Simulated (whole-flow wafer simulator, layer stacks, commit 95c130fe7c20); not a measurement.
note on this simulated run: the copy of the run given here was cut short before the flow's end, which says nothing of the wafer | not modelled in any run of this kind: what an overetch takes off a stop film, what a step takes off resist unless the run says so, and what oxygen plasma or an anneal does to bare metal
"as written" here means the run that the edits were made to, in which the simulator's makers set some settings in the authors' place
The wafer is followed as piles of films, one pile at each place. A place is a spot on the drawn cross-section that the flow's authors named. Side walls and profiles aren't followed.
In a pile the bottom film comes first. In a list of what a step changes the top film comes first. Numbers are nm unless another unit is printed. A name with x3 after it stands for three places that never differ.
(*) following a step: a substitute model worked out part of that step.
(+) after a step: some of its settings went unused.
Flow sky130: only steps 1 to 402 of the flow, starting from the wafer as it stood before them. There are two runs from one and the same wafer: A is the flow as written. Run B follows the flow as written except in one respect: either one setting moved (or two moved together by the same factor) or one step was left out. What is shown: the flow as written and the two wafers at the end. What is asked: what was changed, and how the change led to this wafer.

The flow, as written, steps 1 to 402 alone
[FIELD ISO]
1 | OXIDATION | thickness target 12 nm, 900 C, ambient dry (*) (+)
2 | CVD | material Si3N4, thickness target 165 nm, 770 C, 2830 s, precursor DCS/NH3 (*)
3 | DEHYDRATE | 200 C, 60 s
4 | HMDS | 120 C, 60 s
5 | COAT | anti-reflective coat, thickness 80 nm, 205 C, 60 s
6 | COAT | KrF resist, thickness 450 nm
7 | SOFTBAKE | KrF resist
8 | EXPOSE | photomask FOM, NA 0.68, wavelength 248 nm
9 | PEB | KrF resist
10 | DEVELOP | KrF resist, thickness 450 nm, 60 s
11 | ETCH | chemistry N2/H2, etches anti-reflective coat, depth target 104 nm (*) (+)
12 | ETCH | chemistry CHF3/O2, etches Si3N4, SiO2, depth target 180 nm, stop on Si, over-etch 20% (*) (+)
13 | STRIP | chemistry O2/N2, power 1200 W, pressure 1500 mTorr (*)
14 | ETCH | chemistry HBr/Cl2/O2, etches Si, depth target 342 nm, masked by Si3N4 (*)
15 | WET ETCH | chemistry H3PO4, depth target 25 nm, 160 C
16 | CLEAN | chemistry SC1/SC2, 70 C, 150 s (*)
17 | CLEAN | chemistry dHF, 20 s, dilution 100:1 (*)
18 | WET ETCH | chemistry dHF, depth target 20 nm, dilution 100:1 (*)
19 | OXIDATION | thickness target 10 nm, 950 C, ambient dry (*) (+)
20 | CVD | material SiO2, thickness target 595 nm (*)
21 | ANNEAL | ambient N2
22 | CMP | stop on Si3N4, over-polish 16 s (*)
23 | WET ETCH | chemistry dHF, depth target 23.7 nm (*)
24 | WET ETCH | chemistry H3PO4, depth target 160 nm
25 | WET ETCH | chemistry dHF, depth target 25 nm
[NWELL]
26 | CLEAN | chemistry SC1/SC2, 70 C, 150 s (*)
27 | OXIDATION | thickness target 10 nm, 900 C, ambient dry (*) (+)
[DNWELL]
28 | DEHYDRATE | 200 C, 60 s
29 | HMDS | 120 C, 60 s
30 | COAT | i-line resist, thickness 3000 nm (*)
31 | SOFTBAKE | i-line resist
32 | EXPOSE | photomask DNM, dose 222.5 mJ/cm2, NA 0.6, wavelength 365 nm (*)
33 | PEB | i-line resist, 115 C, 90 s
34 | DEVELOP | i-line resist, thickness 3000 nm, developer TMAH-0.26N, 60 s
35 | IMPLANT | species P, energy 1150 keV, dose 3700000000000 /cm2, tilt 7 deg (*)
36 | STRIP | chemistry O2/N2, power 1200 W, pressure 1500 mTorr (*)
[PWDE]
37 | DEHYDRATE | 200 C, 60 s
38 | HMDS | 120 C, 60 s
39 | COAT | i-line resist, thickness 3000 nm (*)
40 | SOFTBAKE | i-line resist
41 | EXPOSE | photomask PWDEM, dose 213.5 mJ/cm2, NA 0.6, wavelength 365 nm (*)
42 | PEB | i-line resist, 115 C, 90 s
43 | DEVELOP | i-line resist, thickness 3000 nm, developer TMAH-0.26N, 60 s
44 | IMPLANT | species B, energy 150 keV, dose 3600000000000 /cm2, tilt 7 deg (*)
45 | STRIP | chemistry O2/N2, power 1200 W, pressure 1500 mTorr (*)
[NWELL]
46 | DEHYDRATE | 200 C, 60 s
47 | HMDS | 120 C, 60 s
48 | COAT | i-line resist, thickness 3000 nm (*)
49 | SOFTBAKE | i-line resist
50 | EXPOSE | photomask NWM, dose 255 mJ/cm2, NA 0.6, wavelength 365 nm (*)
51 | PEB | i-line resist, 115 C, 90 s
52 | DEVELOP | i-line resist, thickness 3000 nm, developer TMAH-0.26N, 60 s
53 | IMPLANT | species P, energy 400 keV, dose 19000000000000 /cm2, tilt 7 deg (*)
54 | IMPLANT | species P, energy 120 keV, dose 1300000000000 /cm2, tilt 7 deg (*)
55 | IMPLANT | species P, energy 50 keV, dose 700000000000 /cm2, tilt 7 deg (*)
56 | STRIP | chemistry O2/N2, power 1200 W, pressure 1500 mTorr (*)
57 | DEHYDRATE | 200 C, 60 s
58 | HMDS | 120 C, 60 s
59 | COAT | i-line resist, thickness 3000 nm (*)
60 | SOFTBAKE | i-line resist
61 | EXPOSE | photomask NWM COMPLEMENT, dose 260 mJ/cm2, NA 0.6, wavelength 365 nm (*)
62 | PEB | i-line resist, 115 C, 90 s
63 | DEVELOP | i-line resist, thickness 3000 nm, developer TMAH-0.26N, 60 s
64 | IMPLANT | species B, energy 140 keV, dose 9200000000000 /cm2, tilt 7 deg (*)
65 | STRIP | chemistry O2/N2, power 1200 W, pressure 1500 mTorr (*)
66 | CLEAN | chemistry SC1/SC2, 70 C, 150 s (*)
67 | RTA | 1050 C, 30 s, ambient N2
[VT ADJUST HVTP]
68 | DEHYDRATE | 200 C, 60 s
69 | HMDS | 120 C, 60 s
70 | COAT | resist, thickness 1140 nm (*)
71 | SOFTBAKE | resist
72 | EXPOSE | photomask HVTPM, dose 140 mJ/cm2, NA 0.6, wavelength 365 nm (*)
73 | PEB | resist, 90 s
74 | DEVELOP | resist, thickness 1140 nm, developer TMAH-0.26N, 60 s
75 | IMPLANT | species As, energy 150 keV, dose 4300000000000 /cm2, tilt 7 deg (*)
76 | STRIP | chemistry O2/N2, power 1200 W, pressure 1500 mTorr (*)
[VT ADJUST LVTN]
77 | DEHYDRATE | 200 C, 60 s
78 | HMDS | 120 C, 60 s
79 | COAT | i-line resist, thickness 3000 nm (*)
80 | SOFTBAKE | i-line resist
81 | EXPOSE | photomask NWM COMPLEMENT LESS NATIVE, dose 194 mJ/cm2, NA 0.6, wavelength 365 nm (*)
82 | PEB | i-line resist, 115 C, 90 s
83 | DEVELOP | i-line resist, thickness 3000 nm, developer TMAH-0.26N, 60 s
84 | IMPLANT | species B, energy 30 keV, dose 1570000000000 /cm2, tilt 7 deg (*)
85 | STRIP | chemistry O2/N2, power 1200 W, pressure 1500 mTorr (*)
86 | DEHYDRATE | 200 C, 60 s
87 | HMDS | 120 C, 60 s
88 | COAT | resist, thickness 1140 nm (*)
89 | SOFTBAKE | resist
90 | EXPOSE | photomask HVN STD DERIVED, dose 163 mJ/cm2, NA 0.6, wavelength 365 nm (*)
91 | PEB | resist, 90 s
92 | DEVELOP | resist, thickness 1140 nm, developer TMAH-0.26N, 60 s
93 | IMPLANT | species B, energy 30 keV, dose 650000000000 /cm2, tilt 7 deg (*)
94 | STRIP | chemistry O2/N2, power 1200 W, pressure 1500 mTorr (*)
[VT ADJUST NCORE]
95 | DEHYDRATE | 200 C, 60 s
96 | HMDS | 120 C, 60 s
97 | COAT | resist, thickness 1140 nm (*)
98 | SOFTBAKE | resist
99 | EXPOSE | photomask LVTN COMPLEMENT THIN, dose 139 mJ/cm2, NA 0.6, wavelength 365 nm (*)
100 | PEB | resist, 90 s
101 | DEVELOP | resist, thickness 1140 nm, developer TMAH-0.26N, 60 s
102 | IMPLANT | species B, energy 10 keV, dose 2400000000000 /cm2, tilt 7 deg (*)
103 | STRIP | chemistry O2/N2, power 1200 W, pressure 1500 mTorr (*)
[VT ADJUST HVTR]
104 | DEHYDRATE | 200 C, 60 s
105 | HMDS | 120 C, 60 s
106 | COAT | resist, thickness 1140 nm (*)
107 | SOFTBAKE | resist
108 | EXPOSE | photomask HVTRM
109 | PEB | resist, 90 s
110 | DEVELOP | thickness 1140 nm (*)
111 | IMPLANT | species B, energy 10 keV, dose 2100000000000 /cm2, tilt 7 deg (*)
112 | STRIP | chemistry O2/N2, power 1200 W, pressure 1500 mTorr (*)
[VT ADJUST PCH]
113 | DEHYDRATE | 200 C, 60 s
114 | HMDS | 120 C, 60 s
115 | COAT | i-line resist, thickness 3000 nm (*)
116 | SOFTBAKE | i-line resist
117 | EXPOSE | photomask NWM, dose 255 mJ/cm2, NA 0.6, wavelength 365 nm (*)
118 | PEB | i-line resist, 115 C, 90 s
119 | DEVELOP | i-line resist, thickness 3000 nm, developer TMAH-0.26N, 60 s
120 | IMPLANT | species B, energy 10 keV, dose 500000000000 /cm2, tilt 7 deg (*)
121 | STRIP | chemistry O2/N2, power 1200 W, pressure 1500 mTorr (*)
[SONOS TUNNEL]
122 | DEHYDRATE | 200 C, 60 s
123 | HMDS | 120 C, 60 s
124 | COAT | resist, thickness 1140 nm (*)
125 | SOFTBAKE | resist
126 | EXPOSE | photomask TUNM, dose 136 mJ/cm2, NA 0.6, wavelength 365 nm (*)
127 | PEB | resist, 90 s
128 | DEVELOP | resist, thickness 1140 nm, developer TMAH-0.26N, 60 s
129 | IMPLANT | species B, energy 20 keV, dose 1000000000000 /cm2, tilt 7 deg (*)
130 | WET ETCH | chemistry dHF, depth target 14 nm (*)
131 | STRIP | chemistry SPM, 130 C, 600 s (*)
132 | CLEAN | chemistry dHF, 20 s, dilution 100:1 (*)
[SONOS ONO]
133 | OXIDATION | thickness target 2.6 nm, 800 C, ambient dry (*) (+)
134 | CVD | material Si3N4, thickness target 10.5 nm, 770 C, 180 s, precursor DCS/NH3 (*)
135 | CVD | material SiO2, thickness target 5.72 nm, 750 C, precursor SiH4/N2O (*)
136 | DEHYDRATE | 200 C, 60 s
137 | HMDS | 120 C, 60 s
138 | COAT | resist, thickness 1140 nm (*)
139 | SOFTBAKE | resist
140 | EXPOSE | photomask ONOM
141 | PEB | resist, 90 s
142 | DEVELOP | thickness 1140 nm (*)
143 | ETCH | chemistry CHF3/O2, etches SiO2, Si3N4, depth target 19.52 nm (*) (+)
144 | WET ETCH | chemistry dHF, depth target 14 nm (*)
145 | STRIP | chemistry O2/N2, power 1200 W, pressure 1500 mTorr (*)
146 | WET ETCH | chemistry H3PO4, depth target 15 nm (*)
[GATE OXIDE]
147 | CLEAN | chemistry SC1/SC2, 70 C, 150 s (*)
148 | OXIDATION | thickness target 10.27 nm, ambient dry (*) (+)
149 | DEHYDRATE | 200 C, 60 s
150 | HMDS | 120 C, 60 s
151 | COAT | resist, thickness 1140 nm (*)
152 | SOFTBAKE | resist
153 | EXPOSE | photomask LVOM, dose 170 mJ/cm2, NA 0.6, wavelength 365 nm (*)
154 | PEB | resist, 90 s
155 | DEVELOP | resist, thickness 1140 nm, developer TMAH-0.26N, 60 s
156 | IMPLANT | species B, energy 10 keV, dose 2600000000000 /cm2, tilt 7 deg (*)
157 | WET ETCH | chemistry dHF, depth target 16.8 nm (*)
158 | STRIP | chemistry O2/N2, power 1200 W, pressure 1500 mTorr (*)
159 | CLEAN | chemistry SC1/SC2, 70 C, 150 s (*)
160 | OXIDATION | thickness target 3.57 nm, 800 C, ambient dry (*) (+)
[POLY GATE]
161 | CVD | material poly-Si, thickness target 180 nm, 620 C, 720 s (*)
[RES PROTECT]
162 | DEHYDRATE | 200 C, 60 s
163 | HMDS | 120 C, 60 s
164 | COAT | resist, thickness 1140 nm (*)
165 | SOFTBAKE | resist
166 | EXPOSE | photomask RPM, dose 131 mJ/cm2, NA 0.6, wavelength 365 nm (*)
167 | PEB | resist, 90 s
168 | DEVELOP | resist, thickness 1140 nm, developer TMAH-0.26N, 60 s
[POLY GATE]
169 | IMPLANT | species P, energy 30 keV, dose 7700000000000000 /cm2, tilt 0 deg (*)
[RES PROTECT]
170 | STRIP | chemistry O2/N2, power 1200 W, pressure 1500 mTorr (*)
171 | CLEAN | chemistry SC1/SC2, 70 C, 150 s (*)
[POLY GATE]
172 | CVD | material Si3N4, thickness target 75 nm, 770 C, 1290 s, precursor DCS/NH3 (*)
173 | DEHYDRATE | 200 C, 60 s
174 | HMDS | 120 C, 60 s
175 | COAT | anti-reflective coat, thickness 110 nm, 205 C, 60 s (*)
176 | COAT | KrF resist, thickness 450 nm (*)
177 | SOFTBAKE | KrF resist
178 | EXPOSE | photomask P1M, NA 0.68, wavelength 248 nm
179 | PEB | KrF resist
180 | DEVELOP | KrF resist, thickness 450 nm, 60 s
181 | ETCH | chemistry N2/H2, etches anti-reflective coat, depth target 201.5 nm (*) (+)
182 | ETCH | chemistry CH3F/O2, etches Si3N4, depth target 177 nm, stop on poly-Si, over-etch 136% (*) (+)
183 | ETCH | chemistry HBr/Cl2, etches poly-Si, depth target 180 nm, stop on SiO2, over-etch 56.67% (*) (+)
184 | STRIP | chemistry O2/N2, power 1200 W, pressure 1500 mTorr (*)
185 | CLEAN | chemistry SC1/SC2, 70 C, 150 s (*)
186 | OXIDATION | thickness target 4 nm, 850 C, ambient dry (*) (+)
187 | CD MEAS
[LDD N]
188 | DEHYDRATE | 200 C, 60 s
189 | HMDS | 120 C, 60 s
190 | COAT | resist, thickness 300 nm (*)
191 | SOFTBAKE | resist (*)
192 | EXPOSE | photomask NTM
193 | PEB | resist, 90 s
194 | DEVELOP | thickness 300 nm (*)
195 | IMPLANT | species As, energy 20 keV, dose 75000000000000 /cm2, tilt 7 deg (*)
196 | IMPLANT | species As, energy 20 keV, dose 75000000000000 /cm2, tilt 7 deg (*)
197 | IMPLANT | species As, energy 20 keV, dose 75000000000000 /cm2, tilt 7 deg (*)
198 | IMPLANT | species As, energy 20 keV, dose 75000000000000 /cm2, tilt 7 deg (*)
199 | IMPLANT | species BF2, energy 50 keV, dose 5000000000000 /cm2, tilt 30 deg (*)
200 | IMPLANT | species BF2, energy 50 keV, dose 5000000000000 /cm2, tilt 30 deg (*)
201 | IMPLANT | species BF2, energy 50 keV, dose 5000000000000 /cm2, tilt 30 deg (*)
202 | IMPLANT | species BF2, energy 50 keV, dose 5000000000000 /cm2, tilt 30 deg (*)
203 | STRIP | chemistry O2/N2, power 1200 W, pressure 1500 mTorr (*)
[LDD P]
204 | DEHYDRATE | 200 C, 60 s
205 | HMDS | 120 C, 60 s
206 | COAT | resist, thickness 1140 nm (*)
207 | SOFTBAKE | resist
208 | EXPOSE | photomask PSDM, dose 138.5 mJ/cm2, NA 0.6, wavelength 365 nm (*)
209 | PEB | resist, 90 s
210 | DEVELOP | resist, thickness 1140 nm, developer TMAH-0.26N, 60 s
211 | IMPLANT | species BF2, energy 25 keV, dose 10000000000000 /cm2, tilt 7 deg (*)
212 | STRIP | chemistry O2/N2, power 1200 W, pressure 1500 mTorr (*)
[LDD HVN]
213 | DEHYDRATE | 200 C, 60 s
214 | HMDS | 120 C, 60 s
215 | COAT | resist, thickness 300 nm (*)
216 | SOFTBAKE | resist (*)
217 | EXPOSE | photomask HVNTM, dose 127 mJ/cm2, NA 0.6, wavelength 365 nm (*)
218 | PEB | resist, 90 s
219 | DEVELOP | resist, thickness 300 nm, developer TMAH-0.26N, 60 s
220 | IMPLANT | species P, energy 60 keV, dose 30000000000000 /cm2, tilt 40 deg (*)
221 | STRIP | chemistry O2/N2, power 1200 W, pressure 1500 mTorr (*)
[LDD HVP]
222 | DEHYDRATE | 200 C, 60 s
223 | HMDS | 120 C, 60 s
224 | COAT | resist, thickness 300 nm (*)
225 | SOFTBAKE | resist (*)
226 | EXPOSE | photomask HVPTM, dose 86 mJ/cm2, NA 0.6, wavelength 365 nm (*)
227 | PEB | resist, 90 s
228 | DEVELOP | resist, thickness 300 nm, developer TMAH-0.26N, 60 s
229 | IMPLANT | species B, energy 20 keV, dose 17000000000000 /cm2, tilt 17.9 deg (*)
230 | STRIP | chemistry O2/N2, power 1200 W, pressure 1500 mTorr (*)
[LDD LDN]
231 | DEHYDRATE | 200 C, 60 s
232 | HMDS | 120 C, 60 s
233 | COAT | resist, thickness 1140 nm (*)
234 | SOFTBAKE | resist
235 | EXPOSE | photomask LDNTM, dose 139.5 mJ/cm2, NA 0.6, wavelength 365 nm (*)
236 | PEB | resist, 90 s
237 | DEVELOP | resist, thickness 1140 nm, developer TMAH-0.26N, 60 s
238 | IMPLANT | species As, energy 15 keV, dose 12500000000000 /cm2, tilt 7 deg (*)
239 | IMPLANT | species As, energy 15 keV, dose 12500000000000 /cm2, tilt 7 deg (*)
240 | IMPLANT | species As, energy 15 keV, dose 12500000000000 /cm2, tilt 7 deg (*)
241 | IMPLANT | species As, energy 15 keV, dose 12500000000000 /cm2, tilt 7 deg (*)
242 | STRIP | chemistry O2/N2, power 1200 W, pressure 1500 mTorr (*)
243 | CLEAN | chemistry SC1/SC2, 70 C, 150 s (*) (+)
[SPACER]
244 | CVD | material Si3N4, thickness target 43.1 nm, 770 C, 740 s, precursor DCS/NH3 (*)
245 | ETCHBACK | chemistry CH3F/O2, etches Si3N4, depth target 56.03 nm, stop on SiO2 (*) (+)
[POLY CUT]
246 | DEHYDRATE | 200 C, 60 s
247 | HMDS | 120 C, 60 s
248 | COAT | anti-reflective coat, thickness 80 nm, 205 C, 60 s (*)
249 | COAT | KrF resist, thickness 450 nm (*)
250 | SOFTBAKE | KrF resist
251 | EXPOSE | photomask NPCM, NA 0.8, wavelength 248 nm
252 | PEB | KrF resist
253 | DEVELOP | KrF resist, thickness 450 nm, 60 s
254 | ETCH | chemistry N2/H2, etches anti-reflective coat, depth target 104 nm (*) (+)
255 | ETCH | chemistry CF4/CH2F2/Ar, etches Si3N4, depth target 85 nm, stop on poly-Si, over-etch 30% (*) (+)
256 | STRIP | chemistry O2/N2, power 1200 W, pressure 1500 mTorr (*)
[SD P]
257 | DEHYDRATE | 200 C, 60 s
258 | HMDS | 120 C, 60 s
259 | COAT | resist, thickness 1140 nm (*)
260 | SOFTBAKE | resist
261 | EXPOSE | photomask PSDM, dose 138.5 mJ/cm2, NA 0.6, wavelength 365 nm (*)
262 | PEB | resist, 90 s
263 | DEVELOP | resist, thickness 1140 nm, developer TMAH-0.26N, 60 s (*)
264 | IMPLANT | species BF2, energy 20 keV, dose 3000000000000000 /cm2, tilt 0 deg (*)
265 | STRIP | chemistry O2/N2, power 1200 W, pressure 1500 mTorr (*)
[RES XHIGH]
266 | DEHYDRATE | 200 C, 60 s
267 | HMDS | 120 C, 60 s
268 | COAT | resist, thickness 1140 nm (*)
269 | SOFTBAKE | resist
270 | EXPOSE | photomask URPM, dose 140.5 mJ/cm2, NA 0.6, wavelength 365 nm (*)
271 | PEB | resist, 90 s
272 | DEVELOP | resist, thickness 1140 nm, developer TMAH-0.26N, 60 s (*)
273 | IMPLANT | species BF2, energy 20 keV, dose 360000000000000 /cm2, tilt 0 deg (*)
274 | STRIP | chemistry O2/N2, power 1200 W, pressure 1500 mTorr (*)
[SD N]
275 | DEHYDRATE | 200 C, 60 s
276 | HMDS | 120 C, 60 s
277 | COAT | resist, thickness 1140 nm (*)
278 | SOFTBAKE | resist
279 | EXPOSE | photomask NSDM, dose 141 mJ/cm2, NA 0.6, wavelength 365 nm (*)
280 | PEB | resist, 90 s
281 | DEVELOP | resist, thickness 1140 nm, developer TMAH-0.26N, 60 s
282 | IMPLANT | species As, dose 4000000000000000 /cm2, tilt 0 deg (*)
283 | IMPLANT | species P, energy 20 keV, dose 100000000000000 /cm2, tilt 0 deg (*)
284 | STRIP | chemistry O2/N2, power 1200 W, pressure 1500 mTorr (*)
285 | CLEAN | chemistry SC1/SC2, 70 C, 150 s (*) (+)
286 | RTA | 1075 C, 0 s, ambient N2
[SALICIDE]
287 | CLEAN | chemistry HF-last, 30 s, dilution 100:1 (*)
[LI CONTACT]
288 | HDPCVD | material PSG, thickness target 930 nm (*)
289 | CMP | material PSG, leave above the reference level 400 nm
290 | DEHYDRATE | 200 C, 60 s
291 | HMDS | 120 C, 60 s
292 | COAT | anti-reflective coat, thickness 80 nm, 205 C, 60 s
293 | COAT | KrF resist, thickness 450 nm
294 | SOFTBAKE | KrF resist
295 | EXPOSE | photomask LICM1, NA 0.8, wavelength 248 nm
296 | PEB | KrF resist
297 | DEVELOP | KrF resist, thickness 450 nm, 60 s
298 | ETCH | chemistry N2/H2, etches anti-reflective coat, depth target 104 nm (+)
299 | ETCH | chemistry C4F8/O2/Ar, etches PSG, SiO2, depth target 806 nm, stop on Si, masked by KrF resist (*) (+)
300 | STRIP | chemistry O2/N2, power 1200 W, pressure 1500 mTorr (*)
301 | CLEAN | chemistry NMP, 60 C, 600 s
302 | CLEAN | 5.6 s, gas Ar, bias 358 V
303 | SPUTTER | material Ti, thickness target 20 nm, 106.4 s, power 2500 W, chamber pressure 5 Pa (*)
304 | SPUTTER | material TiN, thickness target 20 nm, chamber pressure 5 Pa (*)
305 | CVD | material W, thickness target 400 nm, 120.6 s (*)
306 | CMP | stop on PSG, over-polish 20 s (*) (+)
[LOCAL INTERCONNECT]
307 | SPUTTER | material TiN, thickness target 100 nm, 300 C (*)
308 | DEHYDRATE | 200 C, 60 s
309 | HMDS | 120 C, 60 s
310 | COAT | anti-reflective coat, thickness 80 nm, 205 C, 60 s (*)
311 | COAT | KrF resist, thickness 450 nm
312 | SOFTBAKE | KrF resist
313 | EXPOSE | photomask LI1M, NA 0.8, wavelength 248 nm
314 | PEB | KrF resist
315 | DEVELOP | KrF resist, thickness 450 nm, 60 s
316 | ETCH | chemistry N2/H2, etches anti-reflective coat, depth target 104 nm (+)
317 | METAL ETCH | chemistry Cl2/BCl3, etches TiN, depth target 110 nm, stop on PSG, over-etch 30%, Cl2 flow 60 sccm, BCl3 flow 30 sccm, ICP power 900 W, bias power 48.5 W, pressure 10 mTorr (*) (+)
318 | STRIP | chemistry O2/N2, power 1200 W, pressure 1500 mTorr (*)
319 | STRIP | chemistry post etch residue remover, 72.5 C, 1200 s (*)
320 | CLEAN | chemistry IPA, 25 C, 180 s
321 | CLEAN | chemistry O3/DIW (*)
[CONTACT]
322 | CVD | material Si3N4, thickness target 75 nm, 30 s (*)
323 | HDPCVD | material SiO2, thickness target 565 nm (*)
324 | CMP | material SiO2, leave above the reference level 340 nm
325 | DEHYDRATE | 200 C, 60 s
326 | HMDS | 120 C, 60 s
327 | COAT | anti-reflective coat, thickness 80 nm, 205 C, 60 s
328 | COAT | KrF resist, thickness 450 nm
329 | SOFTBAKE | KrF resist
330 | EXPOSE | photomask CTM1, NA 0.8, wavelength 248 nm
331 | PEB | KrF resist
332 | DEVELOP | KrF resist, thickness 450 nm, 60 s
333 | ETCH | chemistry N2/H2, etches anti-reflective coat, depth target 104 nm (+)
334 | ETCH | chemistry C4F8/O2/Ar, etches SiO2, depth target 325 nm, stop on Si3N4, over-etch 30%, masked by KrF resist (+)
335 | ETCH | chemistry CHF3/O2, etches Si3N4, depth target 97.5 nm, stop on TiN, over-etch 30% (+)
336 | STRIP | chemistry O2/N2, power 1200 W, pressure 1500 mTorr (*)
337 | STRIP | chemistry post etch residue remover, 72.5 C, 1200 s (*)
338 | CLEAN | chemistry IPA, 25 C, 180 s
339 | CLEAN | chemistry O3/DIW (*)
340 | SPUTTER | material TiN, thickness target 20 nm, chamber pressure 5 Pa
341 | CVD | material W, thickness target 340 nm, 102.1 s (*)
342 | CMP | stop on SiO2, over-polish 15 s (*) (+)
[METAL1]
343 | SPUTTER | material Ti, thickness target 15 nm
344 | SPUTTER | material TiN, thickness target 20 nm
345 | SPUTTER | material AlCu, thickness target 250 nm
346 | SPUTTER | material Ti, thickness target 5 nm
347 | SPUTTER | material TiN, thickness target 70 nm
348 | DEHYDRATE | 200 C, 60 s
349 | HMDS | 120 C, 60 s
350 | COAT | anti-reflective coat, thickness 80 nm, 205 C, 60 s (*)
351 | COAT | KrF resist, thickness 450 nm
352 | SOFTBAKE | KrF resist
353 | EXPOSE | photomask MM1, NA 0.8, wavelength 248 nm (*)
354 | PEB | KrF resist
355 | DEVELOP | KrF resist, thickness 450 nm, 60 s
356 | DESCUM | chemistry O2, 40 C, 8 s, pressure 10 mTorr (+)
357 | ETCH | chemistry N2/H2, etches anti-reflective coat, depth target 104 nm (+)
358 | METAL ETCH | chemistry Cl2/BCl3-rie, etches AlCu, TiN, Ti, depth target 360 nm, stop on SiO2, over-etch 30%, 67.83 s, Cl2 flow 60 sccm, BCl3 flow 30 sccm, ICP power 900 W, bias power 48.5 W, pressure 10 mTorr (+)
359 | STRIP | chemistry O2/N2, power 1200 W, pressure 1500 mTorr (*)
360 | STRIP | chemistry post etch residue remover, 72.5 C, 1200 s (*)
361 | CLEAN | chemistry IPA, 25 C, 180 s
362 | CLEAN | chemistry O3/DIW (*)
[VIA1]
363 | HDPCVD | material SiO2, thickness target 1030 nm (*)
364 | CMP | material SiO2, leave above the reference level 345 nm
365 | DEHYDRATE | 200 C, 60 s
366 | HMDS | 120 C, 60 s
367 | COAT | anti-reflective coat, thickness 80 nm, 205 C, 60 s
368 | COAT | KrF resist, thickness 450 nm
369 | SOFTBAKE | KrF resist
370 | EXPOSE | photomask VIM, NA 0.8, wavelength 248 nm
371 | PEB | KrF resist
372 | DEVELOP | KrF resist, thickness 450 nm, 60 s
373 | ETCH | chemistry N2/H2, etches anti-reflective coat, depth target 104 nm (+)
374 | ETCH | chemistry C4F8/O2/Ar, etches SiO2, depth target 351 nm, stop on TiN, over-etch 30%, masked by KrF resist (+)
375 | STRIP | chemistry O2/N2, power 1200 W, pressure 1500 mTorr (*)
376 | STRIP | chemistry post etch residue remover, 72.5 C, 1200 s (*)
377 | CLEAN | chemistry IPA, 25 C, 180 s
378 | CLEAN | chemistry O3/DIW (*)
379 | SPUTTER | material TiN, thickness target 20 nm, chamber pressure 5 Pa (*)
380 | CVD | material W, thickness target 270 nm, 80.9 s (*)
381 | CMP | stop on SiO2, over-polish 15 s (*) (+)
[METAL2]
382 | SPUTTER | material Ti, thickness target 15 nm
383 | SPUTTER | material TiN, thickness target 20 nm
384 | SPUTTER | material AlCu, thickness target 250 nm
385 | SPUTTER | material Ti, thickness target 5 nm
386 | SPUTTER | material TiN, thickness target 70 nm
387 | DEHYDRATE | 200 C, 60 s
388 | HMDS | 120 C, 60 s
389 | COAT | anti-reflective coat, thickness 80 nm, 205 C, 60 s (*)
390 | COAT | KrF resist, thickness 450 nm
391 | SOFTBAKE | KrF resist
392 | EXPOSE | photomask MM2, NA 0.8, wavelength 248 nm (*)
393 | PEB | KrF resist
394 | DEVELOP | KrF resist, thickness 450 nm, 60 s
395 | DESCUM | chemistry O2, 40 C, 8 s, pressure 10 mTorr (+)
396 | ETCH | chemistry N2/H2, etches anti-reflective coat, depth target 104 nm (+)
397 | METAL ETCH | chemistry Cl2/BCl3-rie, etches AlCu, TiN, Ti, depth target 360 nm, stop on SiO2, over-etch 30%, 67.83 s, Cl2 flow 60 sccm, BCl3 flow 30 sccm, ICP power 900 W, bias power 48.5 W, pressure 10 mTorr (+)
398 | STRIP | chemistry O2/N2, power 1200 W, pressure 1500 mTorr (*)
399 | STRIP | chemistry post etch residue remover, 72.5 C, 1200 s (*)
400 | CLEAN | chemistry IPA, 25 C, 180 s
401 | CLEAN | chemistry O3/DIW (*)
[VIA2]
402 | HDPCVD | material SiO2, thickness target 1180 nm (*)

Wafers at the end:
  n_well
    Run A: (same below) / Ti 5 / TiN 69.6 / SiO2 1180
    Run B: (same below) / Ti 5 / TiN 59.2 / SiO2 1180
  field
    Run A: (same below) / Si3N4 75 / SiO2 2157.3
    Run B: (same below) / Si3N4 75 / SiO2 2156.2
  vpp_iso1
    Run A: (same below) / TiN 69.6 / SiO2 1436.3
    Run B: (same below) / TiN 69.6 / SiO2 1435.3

The reason: step 386, SPUTTER: thickness target 59.6 nm was run, while the flow as written has thickness target 70 nm.

Step by step, how the change led to this:
  386 | SPUTTER | material TiN, thickness target 70 nm
      field, active, n_well and 188 more: A +70 TiN (new film) | B +59.6 TiN (new film)
  397 | METAL ETCH | chemistry Cl2/BCl3-rie, etches AlCu, TiN, Ti, depth target 360 nm, stop on SiO2, over-etch 30%, 67.83 s, Cl2 flow 60 sccm, BCl3 flow 30 sccm, ICP power 900 W, bias power 48.5 W, pressure 10 mTorr (+)
      field, active, gate and 82 more: A -68.7 TiN (all of it), -5 Ti (all of it), -250 AlCu (all of it), -20 TiN (all of it), -15 Ti (all of it), -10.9 SiO2 | B -58.3 TiN (all of it), -5 Ti (all of it), -250 AlCu (all of it), -20 TiN (all of it), -15 Ti (all of it), -12 SiO2
